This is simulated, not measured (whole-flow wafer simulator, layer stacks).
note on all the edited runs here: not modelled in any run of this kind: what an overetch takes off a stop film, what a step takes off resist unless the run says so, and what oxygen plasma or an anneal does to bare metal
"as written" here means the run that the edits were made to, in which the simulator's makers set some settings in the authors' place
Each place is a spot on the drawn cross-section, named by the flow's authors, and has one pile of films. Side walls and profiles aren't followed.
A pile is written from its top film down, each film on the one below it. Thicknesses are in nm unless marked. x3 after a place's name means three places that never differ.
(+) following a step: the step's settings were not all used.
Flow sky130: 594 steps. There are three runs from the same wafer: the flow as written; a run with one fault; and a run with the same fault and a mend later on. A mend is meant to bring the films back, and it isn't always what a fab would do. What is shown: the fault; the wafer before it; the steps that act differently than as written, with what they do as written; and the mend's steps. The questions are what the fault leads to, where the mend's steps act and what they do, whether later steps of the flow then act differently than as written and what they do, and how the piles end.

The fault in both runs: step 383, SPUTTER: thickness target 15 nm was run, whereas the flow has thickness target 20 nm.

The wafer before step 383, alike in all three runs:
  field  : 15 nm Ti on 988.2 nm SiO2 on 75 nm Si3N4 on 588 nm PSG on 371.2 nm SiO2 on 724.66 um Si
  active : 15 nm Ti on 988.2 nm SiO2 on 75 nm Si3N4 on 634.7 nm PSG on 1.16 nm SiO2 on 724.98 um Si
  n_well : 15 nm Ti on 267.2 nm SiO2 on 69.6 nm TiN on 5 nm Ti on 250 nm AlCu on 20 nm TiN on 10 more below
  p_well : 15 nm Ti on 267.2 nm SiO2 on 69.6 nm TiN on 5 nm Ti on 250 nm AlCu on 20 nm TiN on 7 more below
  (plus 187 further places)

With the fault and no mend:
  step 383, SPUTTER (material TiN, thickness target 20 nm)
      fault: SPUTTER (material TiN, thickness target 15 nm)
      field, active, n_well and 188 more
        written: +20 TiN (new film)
        fault: +15 TiN (new film)
  Later steps of the flow acting differently than as written (not shown: 2 more steps that differ only slightly, by at most 2% or 0.5 nm, whichever is larger):
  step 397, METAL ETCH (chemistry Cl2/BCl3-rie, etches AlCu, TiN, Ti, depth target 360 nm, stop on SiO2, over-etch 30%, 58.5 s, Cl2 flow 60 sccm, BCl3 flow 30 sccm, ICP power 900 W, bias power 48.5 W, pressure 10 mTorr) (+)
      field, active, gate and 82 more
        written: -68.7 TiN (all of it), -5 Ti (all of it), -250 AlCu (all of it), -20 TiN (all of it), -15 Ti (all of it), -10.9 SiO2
        fault: -68.7 TiN (all of it), -5 Ti (all of it), -250 AlCu (all of it), -15 TiN (all of it), -15 Ti (all of it), -11.4 SiO2
  By the end, the piles at n_well, p_well, gate_hv and 103 more depart from the flow's by more than 2% or 0.5 nm, whichever is larger.
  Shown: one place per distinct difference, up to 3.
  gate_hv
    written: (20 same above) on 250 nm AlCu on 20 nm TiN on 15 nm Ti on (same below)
    fault: (20 same above) on 250 nm AlCu on 15 nm TiN on 15 nm Ti on (same below)
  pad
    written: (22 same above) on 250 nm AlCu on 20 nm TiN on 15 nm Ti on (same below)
    fault: (22 same above) on 250 nm AlCu on 15 nm TiN on 15 nm Ti on (same below)
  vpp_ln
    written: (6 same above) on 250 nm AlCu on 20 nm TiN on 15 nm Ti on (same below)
    fault: (6 same above) on 250 nm AlCu on 15 nm TiN on 15 nm Ti on (same below)

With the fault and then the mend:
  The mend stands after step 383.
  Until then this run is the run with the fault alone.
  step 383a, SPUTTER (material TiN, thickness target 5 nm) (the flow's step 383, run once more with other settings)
      field, active, n_well and 188 more
        +5 TiN
  Later steps of the flow that are run all act as written at every place that is followed.
  By the end, the piles equal the flow's at every place that both follow.
